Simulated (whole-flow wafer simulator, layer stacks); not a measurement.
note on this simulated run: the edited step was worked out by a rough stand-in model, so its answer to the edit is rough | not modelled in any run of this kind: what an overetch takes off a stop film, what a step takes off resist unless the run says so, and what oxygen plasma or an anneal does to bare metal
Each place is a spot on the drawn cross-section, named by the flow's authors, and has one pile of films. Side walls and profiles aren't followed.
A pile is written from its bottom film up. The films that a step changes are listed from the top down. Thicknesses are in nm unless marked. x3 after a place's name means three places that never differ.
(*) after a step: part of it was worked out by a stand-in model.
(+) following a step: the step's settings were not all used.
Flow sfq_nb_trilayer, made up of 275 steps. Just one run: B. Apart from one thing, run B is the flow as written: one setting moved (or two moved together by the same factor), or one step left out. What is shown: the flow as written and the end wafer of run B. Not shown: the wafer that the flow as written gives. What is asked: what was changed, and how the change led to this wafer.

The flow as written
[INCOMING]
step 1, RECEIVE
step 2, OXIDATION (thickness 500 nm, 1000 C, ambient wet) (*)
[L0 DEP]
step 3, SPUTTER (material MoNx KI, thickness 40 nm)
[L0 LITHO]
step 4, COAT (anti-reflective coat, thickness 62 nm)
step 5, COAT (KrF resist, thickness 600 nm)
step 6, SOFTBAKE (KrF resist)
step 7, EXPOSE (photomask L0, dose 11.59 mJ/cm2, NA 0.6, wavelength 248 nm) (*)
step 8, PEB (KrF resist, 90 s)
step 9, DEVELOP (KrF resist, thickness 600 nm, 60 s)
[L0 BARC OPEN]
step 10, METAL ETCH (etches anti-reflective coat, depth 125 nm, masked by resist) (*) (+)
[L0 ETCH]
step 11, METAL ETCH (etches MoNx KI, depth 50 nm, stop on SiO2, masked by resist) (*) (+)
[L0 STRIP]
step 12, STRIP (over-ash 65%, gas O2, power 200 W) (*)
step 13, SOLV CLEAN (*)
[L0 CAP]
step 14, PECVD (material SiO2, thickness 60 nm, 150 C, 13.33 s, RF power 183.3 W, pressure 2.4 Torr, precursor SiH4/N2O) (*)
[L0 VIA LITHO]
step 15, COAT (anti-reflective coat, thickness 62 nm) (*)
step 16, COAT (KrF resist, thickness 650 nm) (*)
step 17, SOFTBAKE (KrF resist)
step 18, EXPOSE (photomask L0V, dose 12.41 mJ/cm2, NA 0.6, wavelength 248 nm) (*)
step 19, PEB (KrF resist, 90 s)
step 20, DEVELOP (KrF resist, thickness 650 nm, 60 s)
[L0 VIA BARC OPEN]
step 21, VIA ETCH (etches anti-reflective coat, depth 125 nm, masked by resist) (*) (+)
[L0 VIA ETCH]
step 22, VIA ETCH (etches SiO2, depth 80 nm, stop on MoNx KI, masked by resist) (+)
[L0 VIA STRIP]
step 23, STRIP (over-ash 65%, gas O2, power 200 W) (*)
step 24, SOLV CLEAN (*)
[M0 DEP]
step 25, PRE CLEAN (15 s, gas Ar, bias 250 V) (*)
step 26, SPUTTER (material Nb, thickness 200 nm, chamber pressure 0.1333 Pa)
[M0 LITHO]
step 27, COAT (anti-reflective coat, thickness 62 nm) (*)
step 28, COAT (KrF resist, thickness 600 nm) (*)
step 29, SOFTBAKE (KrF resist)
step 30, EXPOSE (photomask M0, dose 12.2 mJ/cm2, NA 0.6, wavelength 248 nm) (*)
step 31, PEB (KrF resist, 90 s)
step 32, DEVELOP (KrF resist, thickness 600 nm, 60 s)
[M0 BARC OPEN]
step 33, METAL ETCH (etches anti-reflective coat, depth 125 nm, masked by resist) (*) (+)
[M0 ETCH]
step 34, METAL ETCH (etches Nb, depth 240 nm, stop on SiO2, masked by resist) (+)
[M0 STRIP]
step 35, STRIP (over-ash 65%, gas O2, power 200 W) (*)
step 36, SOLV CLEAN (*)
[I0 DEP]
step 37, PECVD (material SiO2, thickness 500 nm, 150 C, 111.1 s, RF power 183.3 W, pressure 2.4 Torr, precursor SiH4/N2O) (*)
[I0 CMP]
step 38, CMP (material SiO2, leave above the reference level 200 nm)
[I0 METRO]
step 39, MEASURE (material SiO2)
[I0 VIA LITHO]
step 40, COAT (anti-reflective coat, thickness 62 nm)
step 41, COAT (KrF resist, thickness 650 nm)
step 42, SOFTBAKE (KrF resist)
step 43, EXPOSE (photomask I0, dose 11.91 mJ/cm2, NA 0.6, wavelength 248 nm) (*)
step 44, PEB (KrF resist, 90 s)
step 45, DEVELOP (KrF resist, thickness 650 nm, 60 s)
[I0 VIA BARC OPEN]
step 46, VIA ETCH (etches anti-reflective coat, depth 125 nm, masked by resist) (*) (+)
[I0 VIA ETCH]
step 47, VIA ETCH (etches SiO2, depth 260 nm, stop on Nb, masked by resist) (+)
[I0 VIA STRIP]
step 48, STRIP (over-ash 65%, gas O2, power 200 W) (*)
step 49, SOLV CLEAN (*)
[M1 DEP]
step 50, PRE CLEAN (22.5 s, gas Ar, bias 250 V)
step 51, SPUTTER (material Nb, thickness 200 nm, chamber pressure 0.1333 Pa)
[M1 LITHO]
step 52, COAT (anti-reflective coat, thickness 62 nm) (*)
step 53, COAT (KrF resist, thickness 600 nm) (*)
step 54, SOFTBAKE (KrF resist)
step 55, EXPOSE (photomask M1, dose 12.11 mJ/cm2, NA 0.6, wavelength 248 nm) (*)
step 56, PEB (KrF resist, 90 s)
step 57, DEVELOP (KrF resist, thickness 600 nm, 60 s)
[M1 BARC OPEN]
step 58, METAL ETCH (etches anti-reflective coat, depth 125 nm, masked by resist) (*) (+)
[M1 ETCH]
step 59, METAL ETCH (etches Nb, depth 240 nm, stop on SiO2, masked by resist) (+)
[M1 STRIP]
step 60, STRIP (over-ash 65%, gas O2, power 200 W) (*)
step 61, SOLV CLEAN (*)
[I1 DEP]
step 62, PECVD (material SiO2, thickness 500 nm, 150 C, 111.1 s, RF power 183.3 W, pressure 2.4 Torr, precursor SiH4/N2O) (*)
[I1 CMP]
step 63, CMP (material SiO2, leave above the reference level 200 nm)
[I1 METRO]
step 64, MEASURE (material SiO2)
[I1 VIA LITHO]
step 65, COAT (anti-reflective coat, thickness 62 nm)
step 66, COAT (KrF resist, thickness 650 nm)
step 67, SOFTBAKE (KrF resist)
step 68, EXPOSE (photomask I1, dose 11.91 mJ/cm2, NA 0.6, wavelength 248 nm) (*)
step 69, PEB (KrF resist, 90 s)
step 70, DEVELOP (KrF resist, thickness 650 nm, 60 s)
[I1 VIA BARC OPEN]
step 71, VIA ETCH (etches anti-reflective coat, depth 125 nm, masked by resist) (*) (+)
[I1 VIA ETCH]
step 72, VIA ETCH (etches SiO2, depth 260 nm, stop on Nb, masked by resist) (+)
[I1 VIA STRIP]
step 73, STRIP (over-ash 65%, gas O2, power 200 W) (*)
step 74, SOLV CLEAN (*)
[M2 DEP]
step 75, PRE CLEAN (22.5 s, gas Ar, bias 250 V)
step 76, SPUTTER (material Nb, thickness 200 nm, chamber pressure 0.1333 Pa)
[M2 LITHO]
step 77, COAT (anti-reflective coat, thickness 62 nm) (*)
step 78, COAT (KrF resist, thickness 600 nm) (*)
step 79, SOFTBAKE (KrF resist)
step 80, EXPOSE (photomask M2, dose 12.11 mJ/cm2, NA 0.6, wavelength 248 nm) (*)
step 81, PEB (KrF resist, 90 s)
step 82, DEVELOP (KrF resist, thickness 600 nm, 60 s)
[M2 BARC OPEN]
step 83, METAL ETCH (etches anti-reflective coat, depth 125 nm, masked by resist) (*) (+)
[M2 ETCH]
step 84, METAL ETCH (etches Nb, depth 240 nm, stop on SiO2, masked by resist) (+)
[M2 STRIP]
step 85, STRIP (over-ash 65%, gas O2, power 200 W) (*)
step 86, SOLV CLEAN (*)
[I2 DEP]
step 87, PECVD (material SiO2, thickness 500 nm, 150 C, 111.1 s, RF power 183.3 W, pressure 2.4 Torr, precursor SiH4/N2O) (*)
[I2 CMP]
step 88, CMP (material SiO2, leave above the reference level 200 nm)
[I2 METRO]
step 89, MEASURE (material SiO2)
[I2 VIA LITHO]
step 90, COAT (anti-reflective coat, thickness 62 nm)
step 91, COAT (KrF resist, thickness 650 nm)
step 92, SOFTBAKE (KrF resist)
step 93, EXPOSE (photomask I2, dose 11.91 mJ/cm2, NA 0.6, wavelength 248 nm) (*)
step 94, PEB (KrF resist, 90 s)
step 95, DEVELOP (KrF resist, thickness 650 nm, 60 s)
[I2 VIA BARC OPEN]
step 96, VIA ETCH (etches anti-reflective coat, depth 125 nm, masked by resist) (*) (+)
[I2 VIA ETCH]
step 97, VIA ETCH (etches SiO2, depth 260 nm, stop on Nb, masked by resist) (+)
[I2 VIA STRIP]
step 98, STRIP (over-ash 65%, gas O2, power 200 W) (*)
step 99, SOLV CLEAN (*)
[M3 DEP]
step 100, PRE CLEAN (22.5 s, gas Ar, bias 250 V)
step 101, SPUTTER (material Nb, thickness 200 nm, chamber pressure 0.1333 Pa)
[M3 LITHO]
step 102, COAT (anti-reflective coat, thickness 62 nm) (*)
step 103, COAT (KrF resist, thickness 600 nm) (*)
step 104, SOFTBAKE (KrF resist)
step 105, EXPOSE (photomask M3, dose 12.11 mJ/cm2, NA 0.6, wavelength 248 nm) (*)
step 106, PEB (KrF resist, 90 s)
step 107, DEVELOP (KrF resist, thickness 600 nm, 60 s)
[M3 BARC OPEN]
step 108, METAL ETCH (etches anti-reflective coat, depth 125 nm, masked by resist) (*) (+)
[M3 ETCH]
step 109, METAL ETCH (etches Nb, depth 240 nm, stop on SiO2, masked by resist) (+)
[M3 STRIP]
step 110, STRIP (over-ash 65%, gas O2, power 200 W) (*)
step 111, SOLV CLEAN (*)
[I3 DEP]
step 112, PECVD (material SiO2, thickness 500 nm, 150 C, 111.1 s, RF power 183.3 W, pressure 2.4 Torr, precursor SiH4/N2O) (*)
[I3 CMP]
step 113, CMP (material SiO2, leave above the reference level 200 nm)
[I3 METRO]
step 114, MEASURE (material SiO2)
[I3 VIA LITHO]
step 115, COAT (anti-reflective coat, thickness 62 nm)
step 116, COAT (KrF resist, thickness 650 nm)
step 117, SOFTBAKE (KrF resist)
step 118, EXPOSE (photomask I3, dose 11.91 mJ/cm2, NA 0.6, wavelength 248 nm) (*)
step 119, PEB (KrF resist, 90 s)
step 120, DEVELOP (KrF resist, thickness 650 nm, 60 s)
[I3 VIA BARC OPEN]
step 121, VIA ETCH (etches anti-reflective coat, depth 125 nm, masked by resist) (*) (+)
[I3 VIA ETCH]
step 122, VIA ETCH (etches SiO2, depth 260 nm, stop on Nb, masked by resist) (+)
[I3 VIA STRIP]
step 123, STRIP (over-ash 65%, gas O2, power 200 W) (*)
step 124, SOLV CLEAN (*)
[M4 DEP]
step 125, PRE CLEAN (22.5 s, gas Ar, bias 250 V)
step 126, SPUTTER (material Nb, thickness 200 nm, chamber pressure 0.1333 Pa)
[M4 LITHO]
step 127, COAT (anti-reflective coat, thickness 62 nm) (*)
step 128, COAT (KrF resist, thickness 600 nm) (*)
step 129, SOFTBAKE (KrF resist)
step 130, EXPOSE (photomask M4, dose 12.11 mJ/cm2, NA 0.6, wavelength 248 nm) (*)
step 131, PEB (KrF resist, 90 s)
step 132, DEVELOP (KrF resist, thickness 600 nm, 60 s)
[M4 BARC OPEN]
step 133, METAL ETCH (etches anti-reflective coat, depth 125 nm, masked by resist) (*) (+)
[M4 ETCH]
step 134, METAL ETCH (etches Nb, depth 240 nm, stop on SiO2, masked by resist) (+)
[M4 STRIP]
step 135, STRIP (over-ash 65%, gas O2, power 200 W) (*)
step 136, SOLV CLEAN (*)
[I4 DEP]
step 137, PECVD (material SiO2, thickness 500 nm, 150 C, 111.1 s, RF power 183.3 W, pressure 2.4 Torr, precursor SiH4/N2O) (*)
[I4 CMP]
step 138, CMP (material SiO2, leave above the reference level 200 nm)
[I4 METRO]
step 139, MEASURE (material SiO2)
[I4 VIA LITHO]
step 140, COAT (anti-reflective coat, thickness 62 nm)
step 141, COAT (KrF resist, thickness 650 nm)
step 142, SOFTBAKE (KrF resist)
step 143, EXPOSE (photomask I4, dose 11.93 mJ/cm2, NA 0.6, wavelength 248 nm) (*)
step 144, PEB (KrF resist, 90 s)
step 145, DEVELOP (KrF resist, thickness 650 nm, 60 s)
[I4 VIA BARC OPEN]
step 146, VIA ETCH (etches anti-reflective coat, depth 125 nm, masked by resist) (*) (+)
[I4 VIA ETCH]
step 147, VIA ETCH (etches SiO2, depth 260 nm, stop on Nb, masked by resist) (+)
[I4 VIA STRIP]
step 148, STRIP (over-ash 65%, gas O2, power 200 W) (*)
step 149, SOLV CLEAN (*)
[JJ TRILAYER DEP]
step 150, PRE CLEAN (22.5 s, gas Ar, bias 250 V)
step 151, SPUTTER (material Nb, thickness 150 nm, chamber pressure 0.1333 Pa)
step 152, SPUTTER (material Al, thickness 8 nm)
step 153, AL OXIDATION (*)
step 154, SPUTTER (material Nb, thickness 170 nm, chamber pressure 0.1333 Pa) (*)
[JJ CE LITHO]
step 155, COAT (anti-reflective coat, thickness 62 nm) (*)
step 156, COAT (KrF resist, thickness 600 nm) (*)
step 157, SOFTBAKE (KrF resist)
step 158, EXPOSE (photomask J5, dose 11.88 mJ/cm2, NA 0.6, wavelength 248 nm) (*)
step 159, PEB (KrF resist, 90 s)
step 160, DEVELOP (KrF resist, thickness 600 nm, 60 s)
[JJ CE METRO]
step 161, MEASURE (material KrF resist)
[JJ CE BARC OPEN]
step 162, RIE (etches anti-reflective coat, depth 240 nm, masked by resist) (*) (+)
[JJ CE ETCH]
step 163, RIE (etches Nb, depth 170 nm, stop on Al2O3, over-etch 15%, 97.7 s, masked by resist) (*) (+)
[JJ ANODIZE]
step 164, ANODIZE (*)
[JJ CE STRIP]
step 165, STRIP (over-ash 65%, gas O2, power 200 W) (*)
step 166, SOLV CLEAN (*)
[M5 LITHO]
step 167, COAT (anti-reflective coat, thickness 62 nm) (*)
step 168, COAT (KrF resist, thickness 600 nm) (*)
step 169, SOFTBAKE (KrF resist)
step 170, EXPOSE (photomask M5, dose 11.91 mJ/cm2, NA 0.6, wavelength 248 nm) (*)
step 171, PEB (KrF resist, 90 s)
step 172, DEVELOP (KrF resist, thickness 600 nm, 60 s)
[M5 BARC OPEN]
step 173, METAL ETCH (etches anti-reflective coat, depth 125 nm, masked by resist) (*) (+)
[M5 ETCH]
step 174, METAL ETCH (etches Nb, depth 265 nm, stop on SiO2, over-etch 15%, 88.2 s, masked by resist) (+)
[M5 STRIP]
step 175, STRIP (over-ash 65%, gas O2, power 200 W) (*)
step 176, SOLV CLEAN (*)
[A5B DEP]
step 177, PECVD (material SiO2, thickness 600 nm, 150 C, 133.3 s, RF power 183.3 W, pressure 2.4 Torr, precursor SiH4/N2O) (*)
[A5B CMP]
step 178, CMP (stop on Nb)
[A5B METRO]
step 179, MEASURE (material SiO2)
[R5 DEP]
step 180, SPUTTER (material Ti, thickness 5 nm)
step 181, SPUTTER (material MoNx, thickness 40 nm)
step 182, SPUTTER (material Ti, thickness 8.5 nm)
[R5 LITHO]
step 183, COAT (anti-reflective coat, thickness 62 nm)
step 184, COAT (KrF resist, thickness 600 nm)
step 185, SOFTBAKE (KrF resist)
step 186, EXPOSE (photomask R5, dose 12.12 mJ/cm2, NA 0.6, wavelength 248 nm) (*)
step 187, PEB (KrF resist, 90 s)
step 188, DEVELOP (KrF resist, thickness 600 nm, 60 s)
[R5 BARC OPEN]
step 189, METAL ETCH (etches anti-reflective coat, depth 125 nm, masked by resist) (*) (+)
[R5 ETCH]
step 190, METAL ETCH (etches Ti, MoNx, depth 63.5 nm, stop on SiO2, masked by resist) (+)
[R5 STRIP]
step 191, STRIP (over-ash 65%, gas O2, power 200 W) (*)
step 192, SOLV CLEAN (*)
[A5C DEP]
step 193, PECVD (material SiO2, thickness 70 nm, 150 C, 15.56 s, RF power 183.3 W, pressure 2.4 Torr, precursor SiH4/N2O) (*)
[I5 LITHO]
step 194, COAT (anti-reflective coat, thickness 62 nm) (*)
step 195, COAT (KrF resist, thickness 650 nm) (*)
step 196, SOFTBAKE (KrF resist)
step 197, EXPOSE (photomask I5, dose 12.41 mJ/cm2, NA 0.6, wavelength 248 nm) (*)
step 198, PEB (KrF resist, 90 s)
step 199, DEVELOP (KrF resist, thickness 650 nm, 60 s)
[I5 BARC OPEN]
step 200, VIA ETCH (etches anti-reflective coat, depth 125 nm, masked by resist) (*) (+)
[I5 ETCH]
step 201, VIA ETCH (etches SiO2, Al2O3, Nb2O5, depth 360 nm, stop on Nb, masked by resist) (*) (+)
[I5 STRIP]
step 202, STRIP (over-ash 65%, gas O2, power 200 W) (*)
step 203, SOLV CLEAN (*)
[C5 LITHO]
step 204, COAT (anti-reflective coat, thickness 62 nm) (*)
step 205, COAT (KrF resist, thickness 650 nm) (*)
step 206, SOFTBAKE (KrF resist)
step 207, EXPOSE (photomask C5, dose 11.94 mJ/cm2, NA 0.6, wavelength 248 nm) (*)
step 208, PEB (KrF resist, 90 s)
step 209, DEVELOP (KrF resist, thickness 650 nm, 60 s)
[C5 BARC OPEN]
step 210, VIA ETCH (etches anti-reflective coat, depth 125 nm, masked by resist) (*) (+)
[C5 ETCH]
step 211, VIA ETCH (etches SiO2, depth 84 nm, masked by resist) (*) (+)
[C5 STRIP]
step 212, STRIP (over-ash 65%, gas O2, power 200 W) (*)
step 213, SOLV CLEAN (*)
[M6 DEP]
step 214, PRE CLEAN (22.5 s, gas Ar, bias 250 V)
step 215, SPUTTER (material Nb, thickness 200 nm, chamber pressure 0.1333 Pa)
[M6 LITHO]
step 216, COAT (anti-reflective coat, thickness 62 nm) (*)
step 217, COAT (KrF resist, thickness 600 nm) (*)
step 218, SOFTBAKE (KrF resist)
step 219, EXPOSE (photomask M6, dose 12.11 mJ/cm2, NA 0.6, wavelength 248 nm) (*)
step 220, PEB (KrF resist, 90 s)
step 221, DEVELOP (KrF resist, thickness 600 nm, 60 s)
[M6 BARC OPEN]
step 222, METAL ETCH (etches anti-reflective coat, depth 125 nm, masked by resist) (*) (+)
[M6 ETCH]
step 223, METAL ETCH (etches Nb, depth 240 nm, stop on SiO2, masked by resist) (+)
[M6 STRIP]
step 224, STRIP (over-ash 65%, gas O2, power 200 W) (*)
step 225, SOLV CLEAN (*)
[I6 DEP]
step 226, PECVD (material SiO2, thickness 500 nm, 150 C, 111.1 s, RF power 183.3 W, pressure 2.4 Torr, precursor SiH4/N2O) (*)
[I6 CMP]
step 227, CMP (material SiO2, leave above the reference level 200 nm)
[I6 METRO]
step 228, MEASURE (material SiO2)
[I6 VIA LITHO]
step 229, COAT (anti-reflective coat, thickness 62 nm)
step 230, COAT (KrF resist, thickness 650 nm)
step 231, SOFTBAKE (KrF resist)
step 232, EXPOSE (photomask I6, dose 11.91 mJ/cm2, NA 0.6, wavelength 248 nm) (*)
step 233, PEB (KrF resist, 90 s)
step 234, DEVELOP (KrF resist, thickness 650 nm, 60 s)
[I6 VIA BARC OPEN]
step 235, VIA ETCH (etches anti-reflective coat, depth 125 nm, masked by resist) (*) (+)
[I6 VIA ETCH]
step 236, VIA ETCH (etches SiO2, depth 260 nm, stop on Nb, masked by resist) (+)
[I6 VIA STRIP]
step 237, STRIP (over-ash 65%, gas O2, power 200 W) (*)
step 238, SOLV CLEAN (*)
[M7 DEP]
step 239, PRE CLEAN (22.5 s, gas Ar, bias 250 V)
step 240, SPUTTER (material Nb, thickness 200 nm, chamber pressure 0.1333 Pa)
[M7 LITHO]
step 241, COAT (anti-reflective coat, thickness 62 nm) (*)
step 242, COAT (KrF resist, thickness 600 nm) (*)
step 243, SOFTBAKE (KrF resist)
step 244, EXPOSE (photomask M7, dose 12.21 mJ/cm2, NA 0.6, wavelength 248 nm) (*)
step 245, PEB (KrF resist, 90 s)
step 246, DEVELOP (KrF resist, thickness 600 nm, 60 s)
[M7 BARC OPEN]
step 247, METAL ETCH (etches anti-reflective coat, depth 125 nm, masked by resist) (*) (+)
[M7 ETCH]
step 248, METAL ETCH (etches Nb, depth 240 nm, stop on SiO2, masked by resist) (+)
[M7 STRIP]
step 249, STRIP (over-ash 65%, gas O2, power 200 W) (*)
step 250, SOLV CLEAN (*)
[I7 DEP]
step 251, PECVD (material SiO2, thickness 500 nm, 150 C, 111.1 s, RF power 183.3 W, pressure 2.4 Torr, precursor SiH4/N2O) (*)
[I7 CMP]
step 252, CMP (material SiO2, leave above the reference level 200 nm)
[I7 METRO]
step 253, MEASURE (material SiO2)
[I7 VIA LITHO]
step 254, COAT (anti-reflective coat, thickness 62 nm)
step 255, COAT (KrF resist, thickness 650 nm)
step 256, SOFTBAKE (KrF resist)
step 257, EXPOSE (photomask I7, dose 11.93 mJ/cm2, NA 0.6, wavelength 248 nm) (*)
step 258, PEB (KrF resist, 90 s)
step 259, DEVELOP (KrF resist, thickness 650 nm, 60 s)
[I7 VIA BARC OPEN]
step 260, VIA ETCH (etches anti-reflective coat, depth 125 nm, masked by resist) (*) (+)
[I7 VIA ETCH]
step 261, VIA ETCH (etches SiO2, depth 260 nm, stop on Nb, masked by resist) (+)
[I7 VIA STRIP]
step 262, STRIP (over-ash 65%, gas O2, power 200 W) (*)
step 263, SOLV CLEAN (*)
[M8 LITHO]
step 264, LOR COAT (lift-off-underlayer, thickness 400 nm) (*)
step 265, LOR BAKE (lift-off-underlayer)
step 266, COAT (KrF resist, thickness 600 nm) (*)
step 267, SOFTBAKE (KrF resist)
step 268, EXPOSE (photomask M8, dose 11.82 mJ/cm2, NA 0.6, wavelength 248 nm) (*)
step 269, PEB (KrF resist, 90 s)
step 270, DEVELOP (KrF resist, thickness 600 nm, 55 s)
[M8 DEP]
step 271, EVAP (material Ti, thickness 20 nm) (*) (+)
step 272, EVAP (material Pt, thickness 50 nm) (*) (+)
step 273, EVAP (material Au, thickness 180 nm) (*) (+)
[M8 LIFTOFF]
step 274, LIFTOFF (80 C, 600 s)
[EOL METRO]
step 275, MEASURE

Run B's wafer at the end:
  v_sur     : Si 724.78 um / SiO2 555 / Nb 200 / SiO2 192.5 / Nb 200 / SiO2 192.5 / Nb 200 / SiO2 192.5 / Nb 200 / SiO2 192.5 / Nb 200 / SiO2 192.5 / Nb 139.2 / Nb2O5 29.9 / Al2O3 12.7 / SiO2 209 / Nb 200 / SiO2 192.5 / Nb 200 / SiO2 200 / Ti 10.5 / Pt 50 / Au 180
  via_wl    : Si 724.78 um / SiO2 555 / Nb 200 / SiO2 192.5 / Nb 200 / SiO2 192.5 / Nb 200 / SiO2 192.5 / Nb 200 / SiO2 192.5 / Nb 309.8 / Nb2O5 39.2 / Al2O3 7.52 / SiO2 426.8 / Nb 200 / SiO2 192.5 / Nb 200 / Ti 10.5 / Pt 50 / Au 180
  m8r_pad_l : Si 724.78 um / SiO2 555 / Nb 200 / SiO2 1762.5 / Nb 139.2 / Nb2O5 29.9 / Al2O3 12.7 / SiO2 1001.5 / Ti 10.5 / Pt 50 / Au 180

What caused this: step 271, EVAP: thickness 10.5 nm was run, whereas the flow has thickness 20 nm.
The wafer itself shows it: v_sur has Ti 10.5, and step 271 as written asks for 20 nm.

How this came from the change, step by step:
  step 271, EVAP (material Ti, thickness 20 nm) (*) (+)
      field_l, v_sur, via_wl and 103 more: +10.5 Ti (new film) (as written it would have been: +20 Ti (new film))
  step 274, LIFTOFF (80 C, 600 s)
      p4_fl, p4_fm, p4_w1 and 71 more: -180 Au (all of it), -50 Pt (all of it), -10.5 Ti (all of it), -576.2 KrF resist (all of it), -400 lift-off-underlayer (all of it) (as written it would have been: -180 Au (all of it), -50 Pt (all of it), -20 Ti (all of it), -576.2 KrF resist (all of it), -400 lift-off-underlayer (all of it))
      c5j, ce_r: -180 Au (all of it), -50 Pt (all of it), -10.5 Ti (all of it), -573.3 KrF resist (all of it), -399.3 lift-off-underlayer (all of it) (as written it would have been: -180 Au (all of it), -50 Pt (all of it), -20 Ti (all of it), -573.3 KrF resist (all of it), -399.3 lift-off-underlayer (all of it))
      (and at 19 other places as well)
